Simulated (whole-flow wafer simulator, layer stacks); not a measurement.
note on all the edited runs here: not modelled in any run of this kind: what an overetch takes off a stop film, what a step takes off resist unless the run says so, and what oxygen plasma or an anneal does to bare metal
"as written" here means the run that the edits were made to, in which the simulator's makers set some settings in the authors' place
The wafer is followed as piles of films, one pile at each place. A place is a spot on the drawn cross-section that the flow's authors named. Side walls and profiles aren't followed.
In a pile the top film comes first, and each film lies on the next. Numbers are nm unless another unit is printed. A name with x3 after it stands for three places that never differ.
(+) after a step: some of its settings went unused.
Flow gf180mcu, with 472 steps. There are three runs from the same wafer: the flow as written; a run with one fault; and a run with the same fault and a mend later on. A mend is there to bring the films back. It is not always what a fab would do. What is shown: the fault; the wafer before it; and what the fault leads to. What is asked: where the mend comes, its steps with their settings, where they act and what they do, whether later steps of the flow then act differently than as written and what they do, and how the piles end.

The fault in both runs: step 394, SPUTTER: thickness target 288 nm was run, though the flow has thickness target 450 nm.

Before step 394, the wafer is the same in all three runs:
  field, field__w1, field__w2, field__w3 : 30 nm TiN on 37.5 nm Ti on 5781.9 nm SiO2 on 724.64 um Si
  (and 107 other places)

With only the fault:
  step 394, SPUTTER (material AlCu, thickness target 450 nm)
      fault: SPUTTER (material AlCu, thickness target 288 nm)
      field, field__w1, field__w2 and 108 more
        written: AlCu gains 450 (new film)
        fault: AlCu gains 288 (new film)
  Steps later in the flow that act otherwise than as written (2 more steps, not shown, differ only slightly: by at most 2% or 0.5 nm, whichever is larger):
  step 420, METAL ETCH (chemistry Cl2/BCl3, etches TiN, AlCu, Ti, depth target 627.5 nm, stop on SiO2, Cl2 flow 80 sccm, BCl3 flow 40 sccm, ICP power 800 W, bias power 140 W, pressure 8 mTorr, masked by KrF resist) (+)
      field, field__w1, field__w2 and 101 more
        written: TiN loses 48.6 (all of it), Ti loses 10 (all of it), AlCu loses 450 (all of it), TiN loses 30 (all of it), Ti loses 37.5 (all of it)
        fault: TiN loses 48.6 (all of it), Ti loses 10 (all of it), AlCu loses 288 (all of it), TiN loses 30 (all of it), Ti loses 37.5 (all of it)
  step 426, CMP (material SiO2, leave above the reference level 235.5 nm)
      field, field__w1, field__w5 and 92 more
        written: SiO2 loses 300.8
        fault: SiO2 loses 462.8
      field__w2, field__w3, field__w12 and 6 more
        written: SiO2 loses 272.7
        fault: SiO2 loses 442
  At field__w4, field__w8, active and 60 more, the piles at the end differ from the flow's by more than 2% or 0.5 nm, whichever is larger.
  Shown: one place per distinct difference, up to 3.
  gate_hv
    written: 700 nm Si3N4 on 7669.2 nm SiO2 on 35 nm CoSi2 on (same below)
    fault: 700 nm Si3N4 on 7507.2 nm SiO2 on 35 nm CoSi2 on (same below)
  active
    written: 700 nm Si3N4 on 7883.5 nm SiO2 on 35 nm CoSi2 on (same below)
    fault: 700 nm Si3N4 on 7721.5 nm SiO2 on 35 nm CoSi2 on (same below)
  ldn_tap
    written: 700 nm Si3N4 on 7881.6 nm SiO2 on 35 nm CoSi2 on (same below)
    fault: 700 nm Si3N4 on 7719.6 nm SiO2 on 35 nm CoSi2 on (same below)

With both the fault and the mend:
  The mend stands after step 394.
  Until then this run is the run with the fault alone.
  step 394a, SPUTTER (material AlCu, thickness target 162 nm) (the flow's step 394, run once more with other settings)
      field, field__w1, field__w2 and 108 more
        AlCu gains 162
  Later steps of the flow that are run all act as written at every place that is followed.
  At every place that both follow, the piles at the end match the flow's.
